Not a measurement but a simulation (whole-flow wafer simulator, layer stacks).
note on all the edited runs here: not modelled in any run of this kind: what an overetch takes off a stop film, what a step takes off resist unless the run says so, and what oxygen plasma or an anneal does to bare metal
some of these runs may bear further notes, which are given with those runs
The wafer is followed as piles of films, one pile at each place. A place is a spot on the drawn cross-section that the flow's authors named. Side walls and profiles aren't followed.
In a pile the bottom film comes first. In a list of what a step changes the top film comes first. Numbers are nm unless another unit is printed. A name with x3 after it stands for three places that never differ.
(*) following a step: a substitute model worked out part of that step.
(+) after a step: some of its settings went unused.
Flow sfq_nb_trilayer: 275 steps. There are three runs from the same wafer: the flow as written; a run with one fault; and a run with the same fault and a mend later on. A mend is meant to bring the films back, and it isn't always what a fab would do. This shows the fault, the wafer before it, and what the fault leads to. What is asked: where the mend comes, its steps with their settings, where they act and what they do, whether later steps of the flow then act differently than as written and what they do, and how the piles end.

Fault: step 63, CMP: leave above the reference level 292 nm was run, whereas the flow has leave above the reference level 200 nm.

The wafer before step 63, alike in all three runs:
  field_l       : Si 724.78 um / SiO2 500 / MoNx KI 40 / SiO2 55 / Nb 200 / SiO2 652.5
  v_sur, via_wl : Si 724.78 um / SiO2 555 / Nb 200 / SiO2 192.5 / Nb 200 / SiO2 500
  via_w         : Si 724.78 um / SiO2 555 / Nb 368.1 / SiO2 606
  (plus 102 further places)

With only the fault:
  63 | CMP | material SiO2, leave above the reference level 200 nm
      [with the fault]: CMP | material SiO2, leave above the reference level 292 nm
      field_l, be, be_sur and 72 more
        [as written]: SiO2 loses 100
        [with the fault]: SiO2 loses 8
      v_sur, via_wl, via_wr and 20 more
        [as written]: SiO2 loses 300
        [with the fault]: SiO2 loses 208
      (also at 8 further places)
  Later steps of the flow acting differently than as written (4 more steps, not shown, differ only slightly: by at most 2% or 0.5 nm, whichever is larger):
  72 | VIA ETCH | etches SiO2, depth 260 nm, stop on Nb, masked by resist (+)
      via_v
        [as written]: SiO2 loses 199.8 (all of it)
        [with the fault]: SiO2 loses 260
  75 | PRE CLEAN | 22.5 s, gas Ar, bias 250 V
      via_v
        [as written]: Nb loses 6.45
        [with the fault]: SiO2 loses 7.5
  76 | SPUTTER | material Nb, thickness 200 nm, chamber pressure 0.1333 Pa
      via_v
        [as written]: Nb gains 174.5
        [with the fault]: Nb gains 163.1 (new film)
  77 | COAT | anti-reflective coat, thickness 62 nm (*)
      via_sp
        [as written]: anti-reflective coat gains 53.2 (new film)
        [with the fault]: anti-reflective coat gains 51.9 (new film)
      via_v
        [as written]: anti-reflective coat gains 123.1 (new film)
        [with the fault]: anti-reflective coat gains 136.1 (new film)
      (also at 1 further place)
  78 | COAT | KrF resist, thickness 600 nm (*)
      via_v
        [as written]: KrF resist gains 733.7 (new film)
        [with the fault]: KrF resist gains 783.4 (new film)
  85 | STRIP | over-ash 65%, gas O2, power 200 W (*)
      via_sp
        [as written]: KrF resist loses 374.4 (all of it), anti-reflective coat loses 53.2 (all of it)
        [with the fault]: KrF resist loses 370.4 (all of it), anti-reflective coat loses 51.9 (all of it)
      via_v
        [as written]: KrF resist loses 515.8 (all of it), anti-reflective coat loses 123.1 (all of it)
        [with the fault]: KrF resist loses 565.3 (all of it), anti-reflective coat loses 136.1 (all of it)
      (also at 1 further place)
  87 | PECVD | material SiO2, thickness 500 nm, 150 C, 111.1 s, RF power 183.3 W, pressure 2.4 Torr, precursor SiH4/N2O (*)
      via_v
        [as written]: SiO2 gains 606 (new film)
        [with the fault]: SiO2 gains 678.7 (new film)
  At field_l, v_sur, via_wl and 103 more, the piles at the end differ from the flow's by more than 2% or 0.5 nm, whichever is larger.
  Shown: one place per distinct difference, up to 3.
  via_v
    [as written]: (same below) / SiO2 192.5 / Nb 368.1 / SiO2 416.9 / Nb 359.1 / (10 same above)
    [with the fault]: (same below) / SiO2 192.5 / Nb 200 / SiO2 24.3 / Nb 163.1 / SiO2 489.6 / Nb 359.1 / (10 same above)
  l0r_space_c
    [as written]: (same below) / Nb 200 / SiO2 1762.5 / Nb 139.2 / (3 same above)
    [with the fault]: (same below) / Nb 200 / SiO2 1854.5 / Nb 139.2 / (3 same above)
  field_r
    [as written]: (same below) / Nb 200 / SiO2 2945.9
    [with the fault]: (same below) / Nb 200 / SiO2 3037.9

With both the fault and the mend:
  After step 70 comes the mend.
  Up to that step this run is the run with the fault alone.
  70a | STRIP | over-ash 65%, gas O2, power 200 W (*)
      field_l, v_sur, via_wl and 102 more
        KrF resist loses 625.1 (all of it), anti-reflective coat loses 62 (all of it)
      via_v
        anti-reflective coat loses 62 (all of it)
  70b | CMP | material SiO2, leave above the reference level 200 nm (the flow's step 63 again)
      field_l, v_sur, via_wl and 103 more
        SiO2 loses 92
  70c | COAT | anti-reflective coat, thickness 62 nm (the flow's step 65 again)
      field_l, v_sur, via_wl and 103 more
        anti-reflective coat gains 62 (new film)
  70d | COAT | KrF resist, thickness 650 nm (the flow's step 66 again)
      field_l, v_sur, via_wl and 103 more
        KrF resist gains 650 (new film)
  70e | SOFTBAKE | KrF resist (the flow's step 67 again)
      alters no film at any place that is followed
  70f | EXPOSE | photomask I1, dose 11.91 mJ/cm2, NA 0.6, wavelength 248 nm (*) (the flow's step 68 again)
      alters no film at any place that is followed
  70g | PEB | KrF resist, 90 s (the flow's step 69 again)
      field_l, v_sur, via_wl and 103 more
        KrF resist loses 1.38
  70h | DEVELOP | KrF resist, thickness 650 nm, 60 s (the flow's step 70 again)
      field_l, v_sur, via_wl and 102 more
        KrF resist loses 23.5
      via_v
        KrF resist loses 648.6 (all of it)
  Later steps of the flow that are run all act as written at every place that is followed.
  The piles end the same as the flow's at every place that both follow.
